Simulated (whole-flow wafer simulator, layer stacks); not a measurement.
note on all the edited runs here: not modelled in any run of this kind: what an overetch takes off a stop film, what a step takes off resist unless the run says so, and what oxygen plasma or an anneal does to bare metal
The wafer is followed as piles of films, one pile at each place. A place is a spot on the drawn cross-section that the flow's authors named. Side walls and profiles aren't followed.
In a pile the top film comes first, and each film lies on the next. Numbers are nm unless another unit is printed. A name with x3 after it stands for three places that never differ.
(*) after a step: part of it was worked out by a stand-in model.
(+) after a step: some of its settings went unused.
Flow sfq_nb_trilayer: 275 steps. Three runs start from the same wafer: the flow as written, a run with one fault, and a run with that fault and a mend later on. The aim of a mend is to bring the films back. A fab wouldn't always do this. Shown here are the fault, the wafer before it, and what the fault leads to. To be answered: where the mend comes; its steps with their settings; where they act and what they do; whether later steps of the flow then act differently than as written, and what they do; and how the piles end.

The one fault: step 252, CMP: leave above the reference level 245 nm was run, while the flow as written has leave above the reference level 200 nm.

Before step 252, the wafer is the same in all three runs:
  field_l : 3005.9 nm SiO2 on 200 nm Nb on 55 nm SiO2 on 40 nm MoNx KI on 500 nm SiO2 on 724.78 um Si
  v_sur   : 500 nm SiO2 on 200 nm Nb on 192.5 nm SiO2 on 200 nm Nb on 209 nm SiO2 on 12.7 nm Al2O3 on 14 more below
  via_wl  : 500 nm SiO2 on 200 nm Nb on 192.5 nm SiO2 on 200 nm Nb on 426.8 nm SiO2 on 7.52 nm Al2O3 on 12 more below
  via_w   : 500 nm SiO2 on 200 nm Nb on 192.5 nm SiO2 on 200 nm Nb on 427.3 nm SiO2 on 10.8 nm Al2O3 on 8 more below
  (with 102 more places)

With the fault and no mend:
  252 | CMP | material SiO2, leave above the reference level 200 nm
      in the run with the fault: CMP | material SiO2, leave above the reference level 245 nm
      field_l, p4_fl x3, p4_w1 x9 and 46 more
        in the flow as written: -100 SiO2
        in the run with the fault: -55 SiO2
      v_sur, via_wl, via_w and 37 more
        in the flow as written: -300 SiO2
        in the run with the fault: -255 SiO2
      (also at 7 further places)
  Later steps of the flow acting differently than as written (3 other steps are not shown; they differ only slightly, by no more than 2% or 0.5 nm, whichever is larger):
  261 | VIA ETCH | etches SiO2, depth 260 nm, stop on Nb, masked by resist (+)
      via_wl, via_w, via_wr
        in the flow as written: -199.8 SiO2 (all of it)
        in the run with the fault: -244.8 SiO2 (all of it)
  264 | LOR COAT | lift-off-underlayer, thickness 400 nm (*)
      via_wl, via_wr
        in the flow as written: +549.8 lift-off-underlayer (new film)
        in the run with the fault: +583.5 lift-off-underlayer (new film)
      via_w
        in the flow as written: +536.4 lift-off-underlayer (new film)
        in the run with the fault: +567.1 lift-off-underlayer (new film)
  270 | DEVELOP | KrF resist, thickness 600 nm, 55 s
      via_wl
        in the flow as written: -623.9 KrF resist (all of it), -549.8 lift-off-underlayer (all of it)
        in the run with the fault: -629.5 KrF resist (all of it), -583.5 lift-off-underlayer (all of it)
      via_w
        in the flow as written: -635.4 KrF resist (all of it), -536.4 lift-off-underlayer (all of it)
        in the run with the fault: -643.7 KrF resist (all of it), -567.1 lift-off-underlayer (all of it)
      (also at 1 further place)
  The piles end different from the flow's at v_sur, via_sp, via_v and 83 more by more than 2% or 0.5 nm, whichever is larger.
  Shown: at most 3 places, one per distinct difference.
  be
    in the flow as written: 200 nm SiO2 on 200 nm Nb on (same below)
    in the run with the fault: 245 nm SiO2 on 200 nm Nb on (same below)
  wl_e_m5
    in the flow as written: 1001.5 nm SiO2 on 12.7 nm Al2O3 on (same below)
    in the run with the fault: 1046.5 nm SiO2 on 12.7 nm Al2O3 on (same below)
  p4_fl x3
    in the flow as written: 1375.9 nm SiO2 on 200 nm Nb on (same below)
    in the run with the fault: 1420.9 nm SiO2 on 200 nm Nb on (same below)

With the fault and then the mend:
  The mend stands after step 253.
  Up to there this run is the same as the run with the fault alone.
  253a | CMP | material SiO2, leave above the reference level 200 nm (a further turn of the flow's step 252)
      field_l, v_sur, via_wl and 103 more
        -45 SiO2
  None of the later steps of the flow acts differently than as written at any place that is followed.
  At every place that both follow, the piles at the end match the flow's.
